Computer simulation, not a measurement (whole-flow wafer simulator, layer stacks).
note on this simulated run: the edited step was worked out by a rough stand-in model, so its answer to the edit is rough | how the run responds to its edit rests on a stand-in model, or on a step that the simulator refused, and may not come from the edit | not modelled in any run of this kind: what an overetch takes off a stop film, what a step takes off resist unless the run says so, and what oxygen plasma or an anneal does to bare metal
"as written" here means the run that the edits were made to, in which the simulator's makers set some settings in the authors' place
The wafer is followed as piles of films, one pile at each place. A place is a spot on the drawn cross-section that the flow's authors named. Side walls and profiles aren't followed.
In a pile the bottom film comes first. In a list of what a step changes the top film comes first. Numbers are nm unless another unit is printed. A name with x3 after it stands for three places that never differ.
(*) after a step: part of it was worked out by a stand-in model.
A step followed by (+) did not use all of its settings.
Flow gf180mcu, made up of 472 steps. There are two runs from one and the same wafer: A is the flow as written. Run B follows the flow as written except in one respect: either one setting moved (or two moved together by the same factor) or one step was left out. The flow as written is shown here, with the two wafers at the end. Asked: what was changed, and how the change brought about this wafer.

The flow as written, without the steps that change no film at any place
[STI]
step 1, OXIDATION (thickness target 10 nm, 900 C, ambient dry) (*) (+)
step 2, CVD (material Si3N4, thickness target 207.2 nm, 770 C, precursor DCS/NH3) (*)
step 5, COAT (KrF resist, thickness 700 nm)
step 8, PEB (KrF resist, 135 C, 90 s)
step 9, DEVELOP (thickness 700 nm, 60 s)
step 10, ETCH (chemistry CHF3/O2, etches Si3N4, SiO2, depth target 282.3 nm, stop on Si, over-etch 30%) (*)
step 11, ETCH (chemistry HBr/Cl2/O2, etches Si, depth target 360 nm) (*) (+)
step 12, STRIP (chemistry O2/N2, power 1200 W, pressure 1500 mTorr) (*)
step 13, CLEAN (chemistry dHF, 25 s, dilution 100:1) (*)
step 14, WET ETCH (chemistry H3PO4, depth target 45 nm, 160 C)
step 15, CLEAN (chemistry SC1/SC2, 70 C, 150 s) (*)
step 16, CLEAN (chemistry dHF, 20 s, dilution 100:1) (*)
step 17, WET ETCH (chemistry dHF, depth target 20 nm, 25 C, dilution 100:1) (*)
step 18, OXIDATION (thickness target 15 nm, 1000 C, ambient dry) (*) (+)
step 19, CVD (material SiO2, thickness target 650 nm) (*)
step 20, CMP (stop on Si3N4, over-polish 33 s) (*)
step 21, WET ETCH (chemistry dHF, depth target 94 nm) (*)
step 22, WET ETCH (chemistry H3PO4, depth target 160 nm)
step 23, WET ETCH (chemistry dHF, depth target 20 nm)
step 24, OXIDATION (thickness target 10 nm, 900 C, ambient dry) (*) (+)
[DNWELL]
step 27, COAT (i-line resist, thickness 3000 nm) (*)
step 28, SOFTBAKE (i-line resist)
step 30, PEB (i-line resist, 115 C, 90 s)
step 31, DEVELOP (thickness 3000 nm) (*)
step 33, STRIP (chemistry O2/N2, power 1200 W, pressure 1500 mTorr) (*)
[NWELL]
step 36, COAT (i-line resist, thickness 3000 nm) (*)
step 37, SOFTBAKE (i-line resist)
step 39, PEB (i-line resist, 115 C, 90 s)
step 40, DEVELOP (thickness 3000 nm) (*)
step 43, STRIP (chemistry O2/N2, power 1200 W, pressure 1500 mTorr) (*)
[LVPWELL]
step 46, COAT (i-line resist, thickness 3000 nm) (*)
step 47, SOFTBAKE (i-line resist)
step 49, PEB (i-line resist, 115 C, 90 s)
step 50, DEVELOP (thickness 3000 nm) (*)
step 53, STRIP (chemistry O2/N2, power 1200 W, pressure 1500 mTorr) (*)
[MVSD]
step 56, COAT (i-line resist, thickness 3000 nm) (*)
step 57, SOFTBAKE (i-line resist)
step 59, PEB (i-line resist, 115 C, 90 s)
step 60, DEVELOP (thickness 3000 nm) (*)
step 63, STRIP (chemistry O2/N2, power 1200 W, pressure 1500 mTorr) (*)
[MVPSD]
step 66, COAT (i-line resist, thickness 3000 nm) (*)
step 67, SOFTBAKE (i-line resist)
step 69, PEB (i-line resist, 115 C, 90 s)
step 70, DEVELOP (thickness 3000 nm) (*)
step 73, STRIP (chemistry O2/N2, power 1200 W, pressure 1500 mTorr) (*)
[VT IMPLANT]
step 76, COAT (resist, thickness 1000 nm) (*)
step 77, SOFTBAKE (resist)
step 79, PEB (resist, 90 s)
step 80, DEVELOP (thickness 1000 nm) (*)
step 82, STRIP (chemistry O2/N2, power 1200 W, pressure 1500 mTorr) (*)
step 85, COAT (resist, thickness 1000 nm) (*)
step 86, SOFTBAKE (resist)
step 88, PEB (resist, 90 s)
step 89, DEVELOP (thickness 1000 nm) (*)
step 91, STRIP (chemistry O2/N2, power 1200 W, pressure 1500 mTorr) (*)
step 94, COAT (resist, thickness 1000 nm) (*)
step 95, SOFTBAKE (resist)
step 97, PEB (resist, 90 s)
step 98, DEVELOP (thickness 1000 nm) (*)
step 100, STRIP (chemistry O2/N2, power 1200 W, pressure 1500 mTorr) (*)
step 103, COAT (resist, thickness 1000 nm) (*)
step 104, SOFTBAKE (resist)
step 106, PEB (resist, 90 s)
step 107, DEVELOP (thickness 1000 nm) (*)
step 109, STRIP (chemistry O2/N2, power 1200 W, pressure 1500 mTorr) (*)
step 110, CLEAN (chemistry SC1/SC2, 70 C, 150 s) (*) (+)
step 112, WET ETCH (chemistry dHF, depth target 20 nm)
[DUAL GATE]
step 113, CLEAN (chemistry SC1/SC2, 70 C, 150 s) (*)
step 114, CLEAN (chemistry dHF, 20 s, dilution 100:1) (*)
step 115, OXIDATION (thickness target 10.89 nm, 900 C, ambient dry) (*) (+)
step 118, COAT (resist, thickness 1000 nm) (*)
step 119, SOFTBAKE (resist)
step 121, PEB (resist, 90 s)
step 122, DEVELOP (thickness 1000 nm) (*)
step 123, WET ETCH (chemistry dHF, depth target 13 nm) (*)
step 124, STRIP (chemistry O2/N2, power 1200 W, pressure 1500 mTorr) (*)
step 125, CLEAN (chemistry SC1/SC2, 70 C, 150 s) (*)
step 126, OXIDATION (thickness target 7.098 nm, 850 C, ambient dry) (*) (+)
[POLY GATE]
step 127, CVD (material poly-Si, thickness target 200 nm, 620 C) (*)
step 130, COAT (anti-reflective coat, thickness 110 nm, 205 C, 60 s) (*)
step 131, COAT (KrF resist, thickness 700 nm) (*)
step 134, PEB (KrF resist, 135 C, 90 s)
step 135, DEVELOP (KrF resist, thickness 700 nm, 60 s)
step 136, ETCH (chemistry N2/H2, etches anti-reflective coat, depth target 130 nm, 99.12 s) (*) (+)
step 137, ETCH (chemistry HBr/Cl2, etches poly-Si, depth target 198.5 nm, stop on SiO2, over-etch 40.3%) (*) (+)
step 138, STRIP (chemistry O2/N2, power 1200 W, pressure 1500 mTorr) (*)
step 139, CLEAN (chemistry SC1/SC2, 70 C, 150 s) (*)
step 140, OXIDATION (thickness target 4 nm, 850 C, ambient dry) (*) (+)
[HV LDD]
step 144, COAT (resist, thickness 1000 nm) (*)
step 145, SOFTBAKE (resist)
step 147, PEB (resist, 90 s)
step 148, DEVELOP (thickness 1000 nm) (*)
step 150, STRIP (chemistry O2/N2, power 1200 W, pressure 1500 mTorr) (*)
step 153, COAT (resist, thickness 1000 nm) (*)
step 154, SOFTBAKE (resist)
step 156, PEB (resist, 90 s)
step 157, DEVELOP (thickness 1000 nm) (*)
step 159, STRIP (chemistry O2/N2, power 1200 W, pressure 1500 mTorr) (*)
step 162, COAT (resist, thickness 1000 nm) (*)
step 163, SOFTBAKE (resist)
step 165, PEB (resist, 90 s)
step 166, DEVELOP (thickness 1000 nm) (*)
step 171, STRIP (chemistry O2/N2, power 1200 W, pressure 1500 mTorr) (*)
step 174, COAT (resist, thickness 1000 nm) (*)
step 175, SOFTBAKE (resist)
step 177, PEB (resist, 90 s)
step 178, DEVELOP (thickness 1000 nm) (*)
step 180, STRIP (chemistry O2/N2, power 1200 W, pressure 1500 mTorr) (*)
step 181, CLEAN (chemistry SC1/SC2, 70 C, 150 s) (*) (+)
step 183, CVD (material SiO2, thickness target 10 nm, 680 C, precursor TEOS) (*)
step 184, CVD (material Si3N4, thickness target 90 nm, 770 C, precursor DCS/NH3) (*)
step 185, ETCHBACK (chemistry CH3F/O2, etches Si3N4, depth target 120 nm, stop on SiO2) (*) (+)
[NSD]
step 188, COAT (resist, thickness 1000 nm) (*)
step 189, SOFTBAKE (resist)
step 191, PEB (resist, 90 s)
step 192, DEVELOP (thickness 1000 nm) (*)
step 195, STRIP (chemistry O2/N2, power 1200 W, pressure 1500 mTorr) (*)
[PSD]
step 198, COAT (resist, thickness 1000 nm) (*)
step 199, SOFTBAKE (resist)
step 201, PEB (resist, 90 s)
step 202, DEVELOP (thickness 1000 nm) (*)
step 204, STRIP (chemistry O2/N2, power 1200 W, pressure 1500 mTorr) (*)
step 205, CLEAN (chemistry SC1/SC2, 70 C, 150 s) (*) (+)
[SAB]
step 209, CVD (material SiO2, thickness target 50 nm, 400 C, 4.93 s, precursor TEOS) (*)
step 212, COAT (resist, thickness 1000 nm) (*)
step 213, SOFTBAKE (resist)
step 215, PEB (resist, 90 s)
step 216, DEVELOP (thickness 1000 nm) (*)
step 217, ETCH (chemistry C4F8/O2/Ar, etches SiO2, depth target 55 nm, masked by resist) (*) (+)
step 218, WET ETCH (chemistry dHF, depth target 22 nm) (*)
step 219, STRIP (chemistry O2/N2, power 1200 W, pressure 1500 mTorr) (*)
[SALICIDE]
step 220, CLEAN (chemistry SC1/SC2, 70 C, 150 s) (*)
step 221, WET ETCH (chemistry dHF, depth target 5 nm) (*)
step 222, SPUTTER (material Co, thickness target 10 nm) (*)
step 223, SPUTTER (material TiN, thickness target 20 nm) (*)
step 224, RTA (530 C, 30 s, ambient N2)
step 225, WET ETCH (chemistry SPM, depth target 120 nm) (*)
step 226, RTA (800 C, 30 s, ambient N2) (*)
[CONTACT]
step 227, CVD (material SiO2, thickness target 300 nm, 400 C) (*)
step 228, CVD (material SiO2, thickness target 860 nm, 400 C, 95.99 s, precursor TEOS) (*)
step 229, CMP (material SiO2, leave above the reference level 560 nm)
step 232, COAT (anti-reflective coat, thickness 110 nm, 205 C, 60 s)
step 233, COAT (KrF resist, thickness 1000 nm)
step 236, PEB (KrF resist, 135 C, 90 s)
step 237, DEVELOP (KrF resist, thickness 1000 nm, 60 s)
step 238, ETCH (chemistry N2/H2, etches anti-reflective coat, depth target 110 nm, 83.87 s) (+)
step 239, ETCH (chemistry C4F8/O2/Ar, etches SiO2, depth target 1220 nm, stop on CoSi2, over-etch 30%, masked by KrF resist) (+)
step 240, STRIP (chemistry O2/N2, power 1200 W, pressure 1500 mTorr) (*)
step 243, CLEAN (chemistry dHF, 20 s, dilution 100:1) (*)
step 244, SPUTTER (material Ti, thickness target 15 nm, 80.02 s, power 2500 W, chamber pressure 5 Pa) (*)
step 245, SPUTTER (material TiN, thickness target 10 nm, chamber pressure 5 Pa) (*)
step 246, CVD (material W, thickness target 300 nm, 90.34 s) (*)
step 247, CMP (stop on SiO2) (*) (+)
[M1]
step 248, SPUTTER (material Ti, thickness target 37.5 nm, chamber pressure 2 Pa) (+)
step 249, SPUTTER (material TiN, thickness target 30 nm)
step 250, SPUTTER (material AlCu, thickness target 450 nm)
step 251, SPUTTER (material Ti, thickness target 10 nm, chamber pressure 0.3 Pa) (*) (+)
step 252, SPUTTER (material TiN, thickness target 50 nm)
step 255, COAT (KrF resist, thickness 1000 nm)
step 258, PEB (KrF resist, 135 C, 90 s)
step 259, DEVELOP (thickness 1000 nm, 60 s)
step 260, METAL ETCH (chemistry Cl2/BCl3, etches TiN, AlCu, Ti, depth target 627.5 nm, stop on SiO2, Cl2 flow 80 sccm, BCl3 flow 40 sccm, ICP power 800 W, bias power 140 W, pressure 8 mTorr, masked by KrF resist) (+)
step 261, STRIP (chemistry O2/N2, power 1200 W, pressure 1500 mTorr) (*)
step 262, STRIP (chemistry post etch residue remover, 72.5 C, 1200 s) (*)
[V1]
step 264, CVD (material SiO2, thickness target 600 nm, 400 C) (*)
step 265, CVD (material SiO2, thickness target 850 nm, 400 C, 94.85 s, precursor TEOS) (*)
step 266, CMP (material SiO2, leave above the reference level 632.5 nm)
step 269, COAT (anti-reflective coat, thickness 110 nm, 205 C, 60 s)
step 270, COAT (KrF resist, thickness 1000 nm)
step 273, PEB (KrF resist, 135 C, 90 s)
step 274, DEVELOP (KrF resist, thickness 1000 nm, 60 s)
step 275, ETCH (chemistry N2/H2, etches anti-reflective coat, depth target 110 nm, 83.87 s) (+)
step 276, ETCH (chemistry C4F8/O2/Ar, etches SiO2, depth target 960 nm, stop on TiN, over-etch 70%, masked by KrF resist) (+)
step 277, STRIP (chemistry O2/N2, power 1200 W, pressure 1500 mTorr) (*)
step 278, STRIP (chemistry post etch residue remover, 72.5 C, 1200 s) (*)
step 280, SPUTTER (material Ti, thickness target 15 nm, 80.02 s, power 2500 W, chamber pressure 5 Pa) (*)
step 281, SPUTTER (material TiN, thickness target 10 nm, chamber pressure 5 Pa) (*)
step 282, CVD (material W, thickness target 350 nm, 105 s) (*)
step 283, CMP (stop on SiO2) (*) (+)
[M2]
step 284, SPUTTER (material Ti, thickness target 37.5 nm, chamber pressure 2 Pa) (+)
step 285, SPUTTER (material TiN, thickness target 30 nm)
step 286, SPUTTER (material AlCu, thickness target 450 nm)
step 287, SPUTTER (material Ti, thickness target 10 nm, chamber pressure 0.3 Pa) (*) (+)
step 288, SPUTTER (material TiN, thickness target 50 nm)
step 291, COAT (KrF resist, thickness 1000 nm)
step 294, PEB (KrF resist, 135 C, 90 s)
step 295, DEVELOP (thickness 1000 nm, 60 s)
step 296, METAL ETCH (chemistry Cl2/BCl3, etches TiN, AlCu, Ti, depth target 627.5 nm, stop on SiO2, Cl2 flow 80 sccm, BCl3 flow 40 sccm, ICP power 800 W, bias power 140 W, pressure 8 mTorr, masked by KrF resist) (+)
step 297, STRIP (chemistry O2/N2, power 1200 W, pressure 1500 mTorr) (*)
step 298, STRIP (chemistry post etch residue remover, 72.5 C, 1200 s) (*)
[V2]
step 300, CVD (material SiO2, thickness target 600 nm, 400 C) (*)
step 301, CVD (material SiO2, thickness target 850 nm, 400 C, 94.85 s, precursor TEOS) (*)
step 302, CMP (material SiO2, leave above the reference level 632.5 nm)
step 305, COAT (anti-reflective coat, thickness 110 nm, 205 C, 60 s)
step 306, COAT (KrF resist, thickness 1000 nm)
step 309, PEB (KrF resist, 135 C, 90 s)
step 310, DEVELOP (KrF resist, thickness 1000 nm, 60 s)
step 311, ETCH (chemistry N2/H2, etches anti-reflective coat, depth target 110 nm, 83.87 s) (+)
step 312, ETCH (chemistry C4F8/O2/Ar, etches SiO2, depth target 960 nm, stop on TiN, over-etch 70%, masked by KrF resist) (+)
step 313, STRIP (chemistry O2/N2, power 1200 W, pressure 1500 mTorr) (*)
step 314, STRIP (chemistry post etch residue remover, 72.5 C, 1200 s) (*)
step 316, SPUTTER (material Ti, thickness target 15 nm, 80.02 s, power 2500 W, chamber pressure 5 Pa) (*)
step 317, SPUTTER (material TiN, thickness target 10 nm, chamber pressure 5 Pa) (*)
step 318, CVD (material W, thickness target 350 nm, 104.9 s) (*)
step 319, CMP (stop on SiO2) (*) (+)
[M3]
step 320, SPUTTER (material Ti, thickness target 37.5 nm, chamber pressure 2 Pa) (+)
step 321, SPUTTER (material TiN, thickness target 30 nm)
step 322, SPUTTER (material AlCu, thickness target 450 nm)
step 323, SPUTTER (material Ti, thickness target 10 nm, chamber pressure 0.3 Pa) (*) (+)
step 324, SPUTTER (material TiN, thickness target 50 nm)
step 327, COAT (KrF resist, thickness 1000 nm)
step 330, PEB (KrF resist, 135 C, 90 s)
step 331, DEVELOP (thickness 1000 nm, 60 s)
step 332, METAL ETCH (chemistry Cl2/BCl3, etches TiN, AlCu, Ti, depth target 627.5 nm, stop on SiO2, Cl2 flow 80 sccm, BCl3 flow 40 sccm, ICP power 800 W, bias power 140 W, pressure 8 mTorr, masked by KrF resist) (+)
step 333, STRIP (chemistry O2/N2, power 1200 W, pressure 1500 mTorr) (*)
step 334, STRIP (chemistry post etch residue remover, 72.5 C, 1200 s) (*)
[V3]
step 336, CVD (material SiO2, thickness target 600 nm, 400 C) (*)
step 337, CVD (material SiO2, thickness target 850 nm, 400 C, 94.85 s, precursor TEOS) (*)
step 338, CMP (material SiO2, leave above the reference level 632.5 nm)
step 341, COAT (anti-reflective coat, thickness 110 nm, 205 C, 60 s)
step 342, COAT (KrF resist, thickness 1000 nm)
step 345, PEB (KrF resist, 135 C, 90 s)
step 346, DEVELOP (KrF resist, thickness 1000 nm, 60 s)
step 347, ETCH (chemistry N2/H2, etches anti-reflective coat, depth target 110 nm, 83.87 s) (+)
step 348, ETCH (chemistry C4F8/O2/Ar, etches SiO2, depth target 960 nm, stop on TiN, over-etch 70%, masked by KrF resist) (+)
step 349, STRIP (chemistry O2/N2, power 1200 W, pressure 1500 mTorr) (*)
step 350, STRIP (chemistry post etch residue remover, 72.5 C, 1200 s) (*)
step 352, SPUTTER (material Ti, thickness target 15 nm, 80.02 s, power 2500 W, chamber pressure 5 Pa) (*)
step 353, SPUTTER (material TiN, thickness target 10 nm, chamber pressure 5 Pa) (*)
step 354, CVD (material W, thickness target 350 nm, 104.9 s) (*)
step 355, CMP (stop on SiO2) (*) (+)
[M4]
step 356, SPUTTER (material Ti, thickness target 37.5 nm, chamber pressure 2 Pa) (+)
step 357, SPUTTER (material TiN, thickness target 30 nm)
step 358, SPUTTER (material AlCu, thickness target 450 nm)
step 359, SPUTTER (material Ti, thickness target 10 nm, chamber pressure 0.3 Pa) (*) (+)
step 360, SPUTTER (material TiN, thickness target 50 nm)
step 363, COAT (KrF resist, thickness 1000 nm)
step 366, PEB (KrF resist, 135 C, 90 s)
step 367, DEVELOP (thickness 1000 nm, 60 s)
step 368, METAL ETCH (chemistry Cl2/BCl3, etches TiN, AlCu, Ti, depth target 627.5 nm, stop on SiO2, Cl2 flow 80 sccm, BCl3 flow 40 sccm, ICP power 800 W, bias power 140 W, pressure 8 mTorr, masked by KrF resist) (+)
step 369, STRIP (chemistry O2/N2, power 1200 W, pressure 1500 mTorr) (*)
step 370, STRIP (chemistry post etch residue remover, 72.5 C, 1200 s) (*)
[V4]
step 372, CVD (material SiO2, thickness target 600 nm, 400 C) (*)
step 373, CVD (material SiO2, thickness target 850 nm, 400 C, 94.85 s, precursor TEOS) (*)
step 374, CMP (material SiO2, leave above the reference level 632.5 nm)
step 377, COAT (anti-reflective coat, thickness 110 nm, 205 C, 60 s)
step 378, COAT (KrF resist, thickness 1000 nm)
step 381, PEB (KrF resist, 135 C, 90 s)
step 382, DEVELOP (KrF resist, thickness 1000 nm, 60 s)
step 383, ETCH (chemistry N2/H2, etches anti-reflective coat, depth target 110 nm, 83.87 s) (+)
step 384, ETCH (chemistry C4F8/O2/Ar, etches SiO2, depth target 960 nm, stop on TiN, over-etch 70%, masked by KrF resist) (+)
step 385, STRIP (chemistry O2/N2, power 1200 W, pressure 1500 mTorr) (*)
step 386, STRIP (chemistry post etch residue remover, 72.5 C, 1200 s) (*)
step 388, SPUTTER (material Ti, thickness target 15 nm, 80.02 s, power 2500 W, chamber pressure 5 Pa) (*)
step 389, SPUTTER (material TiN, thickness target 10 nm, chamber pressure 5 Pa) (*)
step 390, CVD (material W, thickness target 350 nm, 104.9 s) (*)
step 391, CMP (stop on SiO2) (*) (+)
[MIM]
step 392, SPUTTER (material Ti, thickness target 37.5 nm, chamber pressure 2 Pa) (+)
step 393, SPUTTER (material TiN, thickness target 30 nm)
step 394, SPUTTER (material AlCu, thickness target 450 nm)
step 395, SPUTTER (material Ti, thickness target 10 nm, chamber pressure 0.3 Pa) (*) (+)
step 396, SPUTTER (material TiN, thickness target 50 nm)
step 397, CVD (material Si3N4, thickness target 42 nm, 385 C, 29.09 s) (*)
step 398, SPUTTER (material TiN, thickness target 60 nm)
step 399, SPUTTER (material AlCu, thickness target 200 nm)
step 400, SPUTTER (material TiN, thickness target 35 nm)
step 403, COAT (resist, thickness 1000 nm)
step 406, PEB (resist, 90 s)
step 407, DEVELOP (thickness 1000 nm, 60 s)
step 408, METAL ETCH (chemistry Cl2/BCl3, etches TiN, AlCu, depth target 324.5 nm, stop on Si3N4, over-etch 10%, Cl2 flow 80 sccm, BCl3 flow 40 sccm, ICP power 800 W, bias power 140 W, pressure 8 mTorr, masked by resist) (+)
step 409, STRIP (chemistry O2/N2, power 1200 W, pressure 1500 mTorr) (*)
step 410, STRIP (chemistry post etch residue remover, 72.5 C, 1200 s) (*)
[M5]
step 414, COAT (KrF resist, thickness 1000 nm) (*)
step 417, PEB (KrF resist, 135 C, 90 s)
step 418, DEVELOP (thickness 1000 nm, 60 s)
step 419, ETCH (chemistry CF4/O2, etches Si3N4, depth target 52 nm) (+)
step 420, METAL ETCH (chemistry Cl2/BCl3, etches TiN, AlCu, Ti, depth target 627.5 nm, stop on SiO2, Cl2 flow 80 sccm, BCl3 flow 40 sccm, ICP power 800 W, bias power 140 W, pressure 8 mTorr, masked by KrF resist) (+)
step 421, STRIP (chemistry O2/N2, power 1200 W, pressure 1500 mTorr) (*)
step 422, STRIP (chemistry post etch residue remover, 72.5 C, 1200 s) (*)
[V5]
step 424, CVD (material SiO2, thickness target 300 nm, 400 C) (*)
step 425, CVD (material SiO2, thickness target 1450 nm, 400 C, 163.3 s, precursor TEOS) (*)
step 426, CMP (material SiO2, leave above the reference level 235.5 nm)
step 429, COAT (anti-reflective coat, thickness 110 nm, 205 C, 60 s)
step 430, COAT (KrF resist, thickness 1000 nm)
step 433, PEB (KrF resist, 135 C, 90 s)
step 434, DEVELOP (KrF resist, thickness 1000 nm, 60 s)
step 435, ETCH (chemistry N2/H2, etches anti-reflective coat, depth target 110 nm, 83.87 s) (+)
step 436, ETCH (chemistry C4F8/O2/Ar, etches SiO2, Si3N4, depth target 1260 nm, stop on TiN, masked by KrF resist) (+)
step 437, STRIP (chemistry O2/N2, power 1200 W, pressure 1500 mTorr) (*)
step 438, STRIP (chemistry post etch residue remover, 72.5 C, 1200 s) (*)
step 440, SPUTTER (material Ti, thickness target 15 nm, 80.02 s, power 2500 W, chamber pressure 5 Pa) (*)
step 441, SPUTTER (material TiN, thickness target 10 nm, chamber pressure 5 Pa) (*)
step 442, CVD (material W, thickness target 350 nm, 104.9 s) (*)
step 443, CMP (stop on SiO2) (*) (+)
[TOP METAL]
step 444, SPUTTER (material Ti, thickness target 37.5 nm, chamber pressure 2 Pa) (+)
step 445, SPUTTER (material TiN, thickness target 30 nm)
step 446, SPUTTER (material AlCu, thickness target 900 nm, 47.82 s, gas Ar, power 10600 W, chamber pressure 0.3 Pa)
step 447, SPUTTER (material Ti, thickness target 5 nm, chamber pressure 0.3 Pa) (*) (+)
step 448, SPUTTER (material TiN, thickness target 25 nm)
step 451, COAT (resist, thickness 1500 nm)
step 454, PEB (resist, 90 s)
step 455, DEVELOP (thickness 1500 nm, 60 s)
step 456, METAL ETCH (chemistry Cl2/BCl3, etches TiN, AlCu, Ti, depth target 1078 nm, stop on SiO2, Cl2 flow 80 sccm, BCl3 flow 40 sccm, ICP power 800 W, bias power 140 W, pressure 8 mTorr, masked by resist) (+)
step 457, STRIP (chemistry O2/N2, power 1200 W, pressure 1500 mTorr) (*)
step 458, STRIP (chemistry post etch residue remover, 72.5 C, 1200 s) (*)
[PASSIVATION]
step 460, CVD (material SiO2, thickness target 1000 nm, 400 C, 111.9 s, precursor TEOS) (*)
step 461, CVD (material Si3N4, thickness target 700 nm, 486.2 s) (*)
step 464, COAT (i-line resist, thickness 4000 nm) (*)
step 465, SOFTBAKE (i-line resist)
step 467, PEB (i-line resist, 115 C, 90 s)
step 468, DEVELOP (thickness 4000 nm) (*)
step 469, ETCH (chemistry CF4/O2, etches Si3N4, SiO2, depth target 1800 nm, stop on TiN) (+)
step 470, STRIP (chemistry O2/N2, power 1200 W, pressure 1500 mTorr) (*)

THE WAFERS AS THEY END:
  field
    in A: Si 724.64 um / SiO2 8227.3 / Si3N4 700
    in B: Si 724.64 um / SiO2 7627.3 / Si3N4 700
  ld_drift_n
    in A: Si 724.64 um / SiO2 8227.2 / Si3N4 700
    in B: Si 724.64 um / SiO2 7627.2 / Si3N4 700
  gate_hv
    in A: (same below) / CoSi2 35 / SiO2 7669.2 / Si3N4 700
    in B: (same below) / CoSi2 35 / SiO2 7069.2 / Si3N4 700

The reason: step 460, CVD: thickness target 400 nm was run, though the flow has thickness target 1000 nm.

Step by step, how the change led to this:
  step 460, CVD (material SiO2, thickness target 1000 nm, 400 C, 111.9 s, precursor TEOS) (*)
      field, field__w1, field__w2 and 103 more: A +1000 SiO2 | B +400 SiO2
      field__w8, contact, m1, m1__w1, pad, m1_nw: A +1000 SiO2 (new film) | B +400 SiO2 (new film)
  step 465, SOFTBAKE (i-line resist)
      field__w5, field__w9: A +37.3 i-line resist | B +29.7 i-line resist
      field__w11, field__w13: A +37.9 i-line resist | B +30.8 i-line resist
      (as well as at 57 more places)
  step 469, ETCH (chemistry CF4/O2, etches Si3N4, SiO2, depth target 1800 nm, stop on TiN) (+)
      field, field__w1, field__w2 and 108 more: A -1200 i-line resist | B -1100 i-line resist
      pad: A -700 Si3N4 (all of it), -1000 SiO2 (all of it) | B -700 Si3N4 (all of it), -400 SiO2 (all of it)
  step 470, STRIP (chemistry O2/N2, power 1200 W, pressure 1500 mTorr) (*)
      iso_ptap_pw, iso_ntap_nw, iso_nw_fld and 33 more: A -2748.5 i-line resist (all of it) | B -2848.5 i-line resist (all of it)
      p_well, sti, spacer, sd_n, mim_1p0, dice_street: A -2754.7 i-line resist (all of it) | B -2853.6 i-line resist (all of it)
      (as well as at 69 more places)
